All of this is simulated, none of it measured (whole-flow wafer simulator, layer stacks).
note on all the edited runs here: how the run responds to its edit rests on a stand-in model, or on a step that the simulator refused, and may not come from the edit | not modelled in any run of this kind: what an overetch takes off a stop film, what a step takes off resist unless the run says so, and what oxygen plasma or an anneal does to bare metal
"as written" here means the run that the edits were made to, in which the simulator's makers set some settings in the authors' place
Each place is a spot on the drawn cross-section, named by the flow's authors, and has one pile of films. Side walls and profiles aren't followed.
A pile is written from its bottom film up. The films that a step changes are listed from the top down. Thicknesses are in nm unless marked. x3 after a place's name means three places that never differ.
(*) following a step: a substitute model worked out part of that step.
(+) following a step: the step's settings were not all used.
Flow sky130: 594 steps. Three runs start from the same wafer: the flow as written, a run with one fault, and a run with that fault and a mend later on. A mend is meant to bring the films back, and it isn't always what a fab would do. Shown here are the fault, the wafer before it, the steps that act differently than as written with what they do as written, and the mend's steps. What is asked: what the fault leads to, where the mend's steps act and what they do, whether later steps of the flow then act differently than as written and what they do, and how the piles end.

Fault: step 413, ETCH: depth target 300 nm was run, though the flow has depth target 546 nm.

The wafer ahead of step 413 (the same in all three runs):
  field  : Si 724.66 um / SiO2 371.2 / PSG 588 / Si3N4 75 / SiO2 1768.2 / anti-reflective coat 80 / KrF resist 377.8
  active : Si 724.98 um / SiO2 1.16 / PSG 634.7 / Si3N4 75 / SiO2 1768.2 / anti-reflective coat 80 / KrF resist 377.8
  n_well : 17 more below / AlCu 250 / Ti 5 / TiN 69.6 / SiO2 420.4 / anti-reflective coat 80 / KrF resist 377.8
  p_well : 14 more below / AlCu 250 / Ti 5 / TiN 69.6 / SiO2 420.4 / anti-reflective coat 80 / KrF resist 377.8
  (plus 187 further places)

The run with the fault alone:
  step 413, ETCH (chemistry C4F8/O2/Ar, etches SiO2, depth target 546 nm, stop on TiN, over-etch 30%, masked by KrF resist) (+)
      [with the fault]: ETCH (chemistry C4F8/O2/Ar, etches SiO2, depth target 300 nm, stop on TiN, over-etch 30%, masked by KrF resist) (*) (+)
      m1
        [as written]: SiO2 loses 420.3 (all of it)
        [with the fault]: SiO2 loses 300
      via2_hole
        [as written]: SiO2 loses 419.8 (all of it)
        [with the fault]: SiO2 loses 300
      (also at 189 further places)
  Steps later in the flow that act otherwise than as written (1 other step is not shown; it differs only slightly, by no more than 2% or 0.5 nm, whichever is larger):
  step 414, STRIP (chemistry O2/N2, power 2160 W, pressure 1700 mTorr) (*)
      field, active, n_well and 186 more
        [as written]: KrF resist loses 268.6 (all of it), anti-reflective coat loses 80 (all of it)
        [with the fault]: KrF resist loses 317.8 (all of it), anti-reflective coat loses 80 (all of it)
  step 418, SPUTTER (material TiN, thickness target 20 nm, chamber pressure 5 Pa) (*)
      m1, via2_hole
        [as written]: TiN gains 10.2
        [with the fault]: TiN gains 11.8 (new film)
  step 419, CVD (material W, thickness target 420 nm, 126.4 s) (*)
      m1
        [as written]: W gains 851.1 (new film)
        [with the fault]: W gains 728.8 (new film)
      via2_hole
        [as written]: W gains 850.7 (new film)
        [with the fault]: W gains 728.8 (new film)
  The piles end different from the flow's at m1, via2_hole by more than 2% or 0.5 nm, whichever is larger.
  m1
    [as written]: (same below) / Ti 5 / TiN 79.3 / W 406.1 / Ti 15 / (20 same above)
    [with the fault]: (same below) / Ti 5 / TiN 69.6 / SiO2 120.3 / TiN 11.8 / W 283.8 / Ti 15 / (20 same above)
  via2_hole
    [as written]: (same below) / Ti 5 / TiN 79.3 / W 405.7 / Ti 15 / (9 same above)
    [with the fault]: (same below) / Ti 5 / TiN 69.6 / SiO2 119.8 / TiN 11.8 / W 283.8 / Ti 15 / (9 same above)

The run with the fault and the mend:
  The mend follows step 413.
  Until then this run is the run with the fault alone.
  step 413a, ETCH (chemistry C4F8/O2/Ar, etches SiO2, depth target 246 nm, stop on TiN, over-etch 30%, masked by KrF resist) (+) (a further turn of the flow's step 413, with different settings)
      field, active, n_well and 186 more
        KrF resist loses 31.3
      m1
        SiO2 loses 120.3 (all of it)
      via2_hole
        SiO2 loses 119.8 (all of it)
  Steps later in the flow that act otherwise than as written:
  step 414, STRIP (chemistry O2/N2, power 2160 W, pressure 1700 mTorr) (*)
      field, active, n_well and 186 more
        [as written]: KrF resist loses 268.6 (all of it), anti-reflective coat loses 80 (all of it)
        [with the mend]: KrF resist loses 286.6 (all of it), anti-reflective coat loses 80 (all of it)
  By the end, the piles equal the flow's at every place that both follow.
